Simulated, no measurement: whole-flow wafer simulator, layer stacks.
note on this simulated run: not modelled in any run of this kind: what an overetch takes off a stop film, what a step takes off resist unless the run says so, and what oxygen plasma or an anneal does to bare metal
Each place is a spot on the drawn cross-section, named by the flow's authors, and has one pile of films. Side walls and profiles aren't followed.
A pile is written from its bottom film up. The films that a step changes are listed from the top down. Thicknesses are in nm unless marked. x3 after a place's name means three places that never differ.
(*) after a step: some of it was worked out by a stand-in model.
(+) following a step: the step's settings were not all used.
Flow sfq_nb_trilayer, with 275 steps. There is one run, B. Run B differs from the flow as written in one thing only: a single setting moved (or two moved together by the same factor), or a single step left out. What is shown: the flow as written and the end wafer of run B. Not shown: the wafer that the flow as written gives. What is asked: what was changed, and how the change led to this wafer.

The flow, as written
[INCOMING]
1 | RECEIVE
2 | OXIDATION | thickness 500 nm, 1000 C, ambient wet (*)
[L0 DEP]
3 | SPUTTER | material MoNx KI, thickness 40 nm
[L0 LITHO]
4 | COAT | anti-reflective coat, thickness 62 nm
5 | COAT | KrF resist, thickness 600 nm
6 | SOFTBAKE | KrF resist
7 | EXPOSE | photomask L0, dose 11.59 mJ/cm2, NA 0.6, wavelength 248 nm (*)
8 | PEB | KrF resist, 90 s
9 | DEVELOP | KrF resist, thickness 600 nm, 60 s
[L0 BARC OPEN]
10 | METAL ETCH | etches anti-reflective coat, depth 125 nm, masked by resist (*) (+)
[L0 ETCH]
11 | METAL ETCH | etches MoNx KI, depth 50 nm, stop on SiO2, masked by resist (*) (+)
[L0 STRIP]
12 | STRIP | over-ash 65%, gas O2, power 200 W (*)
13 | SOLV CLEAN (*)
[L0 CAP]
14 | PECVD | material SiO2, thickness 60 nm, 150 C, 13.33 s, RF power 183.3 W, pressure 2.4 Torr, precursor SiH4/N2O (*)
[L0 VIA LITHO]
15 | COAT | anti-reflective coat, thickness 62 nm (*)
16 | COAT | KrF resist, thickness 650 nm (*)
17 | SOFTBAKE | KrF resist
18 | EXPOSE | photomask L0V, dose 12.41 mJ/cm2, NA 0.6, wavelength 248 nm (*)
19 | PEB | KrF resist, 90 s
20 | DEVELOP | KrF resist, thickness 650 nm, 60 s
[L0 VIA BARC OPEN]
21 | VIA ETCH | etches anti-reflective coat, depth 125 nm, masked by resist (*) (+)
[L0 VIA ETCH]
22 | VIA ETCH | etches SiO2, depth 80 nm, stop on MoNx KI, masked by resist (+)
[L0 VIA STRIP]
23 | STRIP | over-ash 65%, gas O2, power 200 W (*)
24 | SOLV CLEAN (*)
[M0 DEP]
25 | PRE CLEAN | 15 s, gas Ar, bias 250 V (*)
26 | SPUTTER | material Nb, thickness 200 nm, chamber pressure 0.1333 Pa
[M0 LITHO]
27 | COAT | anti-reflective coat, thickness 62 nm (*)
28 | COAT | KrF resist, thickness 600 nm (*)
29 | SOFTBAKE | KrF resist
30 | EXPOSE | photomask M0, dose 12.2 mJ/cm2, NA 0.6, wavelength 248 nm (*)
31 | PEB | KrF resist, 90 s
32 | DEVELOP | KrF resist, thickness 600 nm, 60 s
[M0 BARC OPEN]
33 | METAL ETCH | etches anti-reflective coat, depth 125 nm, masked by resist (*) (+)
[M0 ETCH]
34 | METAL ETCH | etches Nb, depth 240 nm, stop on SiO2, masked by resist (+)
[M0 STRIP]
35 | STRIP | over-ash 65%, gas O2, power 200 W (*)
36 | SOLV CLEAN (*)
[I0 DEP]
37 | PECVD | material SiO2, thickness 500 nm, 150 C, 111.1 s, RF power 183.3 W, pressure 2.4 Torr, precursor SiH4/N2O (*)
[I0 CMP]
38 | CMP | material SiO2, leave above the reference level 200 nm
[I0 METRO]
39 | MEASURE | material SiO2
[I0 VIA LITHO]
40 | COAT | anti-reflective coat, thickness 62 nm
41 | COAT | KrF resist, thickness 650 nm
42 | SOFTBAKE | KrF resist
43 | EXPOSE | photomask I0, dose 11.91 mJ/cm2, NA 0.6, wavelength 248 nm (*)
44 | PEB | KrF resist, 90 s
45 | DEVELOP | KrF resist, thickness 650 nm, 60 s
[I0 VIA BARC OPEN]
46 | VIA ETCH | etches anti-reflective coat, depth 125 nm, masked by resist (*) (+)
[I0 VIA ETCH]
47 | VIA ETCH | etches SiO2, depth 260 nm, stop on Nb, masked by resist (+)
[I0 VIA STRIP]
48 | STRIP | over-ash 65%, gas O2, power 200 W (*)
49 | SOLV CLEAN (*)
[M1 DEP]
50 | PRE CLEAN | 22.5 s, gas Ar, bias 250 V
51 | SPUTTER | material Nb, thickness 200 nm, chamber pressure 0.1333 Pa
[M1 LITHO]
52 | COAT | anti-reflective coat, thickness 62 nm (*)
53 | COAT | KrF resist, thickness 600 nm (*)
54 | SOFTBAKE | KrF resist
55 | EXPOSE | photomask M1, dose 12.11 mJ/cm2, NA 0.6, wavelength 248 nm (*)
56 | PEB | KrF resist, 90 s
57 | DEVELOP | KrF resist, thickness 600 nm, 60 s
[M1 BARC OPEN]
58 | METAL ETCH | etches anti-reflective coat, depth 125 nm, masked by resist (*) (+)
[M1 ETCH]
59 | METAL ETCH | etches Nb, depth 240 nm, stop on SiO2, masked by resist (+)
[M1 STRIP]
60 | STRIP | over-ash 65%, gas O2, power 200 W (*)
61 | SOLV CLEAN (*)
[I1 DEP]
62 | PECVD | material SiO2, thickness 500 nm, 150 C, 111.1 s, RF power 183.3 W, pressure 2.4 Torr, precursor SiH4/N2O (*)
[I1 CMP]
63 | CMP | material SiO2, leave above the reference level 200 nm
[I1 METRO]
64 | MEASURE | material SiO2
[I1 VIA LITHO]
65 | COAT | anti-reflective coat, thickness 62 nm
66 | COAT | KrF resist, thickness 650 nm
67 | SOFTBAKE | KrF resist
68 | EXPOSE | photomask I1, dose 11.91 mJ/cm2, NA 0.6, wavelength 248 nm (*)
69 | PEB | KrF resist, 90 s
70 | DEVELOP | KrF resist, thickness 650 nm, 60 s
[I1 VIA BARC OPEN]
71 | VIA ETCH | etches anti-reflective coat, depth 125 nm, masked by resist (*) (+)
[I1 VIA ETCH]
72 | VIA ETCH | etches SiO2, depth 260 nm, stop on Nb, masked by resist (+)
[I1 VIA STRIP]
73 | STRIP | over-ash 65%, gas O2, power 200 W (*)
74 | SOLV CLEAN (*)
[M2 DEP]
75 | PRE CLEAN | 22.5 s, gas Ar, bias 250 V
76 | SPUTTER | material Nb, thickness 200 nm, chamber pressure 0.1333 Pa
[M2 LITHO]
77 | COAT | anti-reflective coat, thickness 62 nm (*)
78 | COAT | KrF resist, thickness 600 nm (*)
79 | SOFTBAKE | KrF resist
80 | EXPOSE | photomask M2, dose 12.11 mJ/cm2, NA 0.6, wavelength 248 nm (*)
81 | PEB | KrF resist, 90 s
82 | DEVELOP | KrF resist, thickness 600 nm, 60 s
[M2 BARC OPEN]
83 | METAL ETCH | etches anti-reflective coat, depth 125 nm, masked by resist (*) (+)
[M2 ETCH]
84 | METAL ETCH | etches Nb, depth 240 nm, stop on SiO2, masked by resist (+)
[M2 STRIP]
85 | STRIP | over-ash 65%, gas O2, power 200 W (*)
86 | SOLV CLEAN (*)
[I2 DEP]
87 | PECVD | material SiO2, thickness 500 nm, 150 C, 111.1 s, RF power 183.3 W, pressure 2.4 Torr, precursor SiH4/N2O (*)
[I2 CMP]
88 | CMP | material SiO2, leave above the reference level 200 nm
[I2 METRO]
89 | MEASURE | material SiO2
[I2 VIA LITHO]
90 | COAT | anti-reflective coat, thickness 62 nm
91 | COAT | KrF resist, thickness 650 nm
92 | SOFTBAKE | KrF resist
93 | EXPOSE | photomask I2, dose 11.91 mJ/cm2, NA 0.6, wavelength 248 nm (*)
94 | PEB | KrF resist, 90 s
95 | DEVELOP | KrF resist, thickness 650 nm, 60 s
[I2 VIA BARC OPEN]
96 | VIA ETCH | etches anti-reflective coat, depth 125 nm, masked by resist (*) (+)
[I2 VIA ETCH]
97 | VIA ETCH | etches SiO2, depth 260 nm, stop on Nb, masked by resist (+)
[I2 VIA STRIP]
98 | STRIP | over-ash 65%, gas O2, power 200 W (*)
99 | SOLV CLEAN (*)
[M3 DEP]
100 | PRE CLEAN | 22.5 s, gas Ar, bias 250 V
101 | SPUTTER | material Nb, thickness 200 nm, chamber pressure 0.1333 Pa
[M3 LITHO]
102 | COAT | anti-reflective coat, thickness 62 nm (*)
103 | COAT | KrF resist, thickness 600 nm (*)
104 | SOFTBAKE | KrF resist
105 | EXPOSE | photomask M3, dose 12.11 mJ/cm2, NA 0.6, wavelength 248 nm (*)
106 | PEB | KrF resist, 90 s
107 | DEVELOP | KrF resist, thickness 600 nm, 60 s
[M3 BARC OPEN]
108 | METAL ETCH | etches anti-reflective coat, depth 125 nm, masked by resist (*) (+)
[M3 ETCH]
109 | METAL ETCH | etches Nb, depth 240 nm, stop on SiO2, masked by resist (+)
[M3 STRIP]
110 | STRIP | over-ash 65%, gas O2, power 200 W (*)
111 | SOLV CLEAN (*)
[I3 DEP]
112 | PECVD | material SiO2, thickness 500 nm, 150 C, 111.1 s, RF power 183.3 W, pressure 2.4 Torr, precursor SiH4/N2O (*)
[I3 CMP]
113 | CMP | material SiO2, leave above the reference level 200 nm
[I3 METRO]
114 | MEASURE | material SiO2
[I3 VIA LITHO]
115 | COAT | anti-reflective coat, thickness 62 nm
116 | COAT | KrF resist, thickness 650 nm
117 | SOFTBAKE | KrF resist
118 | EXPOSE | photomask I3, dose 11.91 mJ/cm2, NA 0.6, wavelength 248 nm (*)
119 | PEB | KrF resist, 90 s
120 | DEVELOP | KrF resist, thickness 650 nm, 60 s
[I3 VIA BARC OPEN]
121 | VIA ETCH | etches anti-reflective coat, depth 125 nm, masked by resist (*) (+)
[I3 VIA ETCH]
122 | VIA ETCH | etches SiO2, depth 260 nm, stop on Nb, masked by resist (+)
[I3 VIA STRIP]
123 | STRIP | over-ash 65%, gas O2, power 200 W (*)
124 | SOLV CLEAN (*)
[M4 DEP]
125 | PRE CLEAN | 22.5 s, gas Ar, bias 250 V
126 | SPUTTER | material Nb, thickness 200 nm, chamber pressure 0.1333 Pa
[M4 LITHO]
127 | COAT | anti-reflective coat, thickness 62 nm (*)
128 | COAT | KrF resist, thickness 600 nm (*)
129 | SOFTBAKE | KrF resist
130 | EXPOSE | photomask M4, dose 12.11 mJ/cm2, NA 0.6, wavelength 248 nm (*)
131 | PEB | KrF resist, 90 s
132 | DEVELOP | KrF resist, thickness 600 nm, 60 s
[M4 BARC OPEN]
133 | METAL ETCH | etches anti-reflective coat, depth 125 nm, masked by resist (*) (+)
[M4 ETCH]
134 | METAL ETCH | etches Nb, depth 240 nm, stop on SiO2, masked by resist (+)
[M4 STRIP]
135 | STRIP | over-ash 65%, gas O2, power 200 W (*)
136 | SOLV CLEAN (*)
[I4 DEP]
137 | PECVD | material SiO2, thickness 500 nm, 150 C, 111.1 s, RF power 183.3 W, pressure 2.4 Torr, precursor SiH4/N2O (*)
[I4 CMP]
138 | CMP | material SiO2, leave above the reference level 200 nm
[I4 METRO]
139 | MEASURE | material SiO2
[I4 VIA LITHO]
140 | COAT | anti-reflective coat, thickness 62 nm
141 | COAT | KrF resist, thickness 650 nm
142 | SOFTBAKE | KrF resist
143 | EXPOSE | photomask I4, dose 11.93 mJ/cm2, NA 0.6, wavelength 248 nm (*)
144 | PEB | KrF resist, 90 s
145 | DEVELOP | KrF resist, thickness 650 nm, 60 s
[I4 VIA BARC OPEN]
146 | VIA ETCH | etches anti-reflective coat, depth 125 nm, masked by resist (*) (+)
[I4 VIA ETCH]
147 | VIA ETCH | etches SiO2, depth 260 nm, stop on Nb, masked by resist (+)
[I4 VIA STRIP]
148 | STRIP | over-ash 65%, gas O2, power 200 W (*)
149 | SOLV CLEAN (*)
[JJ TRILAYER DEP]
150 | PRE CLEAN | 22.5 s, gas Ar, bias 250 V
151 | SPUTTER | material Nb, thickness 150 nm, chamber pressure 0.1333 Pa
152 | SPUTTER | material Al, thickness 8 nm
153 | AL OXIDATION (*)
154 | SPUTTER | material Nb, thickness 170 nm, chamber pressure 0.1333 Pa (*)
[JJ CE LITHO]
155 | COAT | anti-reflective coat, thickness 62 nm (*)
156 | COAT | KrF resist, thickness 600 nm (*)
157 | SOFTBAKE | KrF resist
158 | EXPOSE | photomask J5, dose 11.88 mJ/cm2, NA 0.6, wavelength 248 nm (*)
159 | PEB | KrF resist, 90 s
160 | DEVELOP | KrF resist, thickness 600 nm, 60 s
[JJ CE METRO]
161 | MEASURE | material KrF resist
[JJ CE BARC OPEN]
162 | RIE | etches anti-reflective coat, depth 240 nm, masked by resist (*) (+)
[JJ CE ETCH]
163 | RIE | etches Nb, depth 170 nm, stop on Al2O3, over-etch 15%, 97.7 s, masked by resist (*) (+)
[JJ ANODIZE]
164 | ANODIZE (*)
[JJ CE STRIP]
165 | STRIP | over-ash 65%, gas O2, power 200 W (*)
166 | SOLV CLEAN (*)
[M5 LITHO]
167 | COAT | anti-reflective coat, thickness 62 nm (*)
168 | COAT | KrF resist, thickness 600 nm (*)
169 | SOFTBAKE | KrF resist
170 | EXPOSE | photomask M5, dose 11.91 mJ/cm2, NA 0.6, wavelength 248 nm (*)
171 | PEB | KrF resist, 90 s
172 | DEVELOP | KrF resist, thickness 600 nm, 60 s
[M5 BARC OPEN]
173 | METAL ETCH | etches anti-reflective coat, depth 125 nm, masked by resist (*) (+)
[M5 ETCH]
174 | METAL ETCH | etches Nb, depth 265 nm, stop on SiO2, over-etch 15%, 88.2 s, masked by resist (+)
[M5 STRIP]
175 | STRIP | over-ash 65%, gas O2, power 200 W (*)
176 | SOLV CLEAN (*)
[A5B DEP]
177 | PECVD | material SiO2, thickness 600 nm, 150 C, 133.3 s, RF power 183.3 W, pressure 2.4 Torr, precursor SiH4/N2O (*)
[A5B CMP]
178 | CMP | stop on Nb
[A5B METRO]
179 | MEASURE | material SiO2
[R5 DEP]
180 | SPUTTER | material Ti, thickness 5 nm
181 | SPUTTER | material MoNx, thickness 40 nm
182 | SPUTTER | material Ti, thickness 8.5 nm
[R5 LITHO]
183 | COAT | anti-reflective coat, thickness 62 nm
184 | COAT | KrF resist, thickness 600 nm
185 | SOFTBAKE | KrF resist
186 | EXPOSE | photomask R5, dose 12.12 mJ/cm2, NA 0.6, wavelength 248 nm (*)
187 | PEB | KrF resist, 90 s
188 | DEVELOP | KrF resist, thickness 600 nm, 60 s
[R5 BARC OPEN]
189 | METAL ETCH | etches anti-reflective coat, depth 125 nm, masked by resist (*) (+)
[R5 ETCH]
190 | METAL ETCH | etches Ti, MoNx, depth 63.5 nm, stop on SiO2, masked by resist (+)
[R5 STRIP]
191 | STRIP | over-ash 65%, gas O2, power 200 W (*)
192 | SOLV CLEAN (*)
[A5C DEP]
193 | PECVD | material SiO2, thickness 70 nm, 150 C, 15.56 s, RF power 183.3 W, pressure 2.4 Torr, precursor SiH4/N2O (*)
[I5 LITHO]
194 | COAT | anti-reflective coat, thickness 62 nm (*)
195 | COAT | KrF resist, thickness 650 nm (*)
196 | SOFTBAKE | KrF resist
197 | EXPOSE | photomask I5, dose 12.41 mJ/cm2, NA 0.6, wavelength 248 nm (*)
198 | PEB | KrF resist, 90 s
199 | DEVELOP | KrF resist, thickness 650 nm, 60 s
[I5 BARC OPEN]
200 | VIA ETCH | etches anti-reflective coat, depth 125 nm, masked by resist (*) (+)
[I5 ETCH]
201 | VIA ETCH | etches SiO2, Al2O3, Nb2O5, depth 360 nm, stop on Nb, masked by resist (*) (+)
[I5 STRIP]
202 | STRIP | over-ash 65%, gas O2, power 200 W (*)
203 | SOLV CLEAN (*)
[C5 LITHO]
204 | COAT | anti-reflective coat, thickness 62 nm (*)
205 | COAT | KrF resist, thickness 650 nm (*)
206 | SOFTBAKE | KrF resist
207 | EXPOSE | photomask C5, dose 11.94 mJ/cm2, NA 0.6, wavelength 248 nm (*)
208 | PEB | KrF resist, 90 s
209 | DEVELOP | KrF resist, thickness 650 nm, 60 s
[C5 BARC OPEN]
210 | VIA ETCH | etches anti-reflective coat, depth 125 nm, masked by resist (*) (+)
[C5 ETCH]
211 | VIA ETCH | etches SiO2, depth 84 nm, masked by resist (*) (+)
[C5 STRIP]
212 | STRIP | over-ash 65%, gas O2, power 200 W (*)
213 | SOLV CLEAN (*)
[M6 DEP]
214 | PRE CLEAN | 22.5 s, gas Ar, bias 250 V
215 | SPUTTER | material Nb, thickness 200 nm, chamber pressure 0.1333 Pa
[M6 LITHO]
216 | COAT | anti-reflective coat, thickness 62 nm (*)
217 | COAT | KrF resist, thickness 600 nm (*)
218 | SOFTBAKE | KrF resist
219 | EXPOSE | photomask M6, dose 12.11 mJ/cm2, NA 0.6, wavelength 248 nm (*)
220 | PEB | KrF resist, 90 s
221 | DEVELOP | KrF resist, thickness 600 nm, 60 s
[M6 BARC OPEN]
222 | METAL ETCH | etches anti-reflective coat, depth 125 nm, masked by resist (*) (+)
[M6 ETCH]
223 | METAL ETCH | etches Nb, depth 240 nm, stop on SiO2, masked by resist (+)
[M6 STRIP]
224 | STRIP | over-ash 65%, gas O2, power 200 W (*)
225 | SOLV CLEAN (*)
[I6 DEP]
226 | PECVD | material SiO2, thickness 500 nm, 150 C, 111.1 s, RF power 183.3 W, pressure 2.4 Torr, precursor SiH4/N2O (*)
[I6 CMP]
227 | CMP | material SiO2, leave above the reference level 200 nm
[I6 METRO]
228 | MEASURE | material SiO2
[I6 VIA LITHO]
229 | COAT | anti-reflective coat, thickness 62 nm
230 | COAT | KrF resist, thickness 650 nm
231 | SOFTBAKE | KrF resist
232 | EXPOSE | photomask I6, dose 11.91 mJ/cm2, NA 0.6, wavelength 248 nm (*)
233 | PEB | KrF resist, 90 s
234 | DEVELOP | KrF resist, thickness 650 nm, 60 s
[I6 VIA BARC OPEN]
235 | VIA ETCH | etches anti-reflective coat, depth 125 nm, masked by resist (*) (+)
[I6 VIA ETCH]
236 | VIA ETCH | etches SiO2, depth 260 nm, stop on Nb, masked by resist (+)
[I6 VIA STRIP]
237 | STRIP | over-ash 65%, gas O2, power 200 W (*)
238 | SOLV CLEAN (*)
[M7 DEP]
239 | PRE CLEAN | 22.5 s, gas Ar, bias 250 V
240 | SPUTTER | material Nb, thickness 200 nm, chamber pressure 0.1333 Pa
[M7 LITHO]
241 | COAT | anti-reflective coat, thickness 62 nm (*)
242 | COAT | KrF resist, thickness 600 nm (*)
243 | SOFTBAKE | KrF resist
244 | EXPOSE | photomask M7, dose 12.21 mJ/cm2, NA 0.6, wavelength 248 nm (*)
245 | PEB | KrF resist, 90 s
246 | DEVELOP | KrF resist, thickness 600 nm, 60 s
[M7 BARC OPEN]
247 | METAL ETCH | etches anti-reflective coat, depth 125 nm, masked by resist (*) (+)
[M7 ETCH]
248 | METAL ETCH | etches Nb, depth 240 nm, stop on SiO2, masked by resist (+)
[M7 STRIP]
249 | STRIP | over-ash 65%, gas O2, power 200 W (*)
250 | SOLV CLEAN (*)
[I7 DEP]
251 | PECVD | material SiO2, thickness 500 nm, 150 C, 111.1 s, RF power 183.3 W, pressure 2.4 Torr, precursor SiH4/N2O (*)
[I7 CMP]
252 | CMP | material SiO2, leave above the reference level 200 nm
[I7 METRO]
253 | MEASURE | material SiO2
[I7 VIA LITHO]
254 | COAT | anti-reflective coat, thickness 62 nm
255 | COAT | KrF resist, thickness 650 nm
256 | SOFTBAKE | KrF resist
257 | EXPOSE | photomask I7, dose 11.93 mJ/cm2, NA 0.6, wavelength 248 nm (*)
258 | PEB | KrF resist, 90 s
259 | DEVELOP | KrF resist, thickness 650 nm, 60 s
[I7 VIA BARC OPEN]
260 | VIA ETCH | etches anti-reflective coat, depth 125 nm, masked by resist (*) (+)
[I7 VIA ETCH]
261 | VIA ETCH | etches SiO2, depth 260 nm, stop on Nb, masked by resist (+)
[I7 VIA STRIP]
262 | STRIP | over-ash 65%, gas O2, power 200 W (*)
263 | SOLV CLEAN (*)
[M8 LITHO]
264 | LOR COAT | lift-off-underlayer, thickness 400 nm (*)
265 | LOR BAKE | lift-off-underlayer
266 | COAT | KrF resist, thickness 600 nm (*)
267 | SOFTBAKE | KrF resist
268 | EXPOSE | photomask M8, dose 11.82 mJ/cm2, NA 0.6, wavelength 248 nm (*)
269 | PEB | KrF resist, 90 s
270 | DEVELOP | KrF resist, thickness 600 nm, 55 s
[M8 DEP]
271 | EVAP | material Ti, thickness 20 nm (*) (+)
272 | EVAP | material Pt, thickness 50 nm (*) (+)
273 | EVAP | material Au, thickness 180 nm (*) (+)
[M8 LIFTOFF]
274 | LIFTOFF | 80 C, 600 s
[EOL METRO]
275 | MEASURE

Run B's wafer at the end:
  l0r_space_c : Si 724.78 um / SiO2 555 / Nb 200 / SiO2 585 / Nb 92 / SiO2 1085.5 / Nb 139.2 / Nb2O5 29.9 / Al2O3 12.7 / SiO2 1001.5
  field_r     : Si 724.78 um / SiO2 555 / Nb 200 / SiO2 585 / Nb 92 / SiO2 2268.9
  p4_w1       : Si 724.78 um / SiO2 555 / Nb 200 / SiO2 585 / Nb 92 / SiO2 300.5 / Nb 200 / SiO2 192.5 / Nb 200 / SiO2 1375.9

What caused this: step 84, METAL ETCH: depth 108 nm was run, though the flow has depth 240 nm.

The path from the change to this, step by step:
  84 | METAL ETCH | etches Nb, depth 240 nm, stop on SiO2, masked by resist (+)
      field_l, be, be_sur and 81 more: Nb loses 108 (as written it would have been: Nb loses 200 (all of it))
      v_sur, via_wl, via_w and 19 more: KrF resist loses 63.5 (as written it would have been: KrF resist loses 141.2)
  85 | STRIP | over-ash 65%, gas O2, power 200 W (*)
      wl_j_sl, wl_jj, wl_j_sr and 12 more: KrF resist loses 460 (all of it), anti-reflective coat loses 62 (all of it) (as written it would have been: KrF resist loses 382.4 (all of it), anti-reflective coat loses 62 (all of it))
      v_sur: KrF resist loses 457.7 (all of it), anti-reflective coat loses 61.4 (all of it) (as written it would have been: KrF resist loses 380 (all of it), anti-reflective coat loses 61.4 (all of it))
      (and at 6 other places as well)
  87 | PECVD | material SiO2, thickness 500 nm, 150 C, 111.1 s, RF power 183.3 W, pressure 2.4 Torr, precursor SiH4/N2O (*)
      field_l, be, be_sur and 81 more: SiO2 gains 500 (new film) (as written it would have been: SiO2 gains 500)
  88 | CMP | material SiO2, leave above the reference level 200 nm
      field_l, be, be_sur and 81 more: SiO2 loses 192 (as written it would have been: SiO2 loses 100)
Taking metal films that touch as one body, l0r_space_c has 3 bodies (between them, from the top down: SiO2 1085.5; SiO2 585); the flow as written gives 2 bodies (between them, from the top down: SiO2 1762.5).
Taking metal films that touch as one body, field_r has 2 bodies (between them, from the top down: SiO2 585); the flow as written gives 1 body.
Taking metal films that touch as one body, p4_w1 has 4 bodies (between them, from the top down: SiO2 192.5; SiO2 300.5; SiO2 585); the flow as written gives 3 bodies (between them, from the top down: SiO2 192.5; SiO2 977.5).
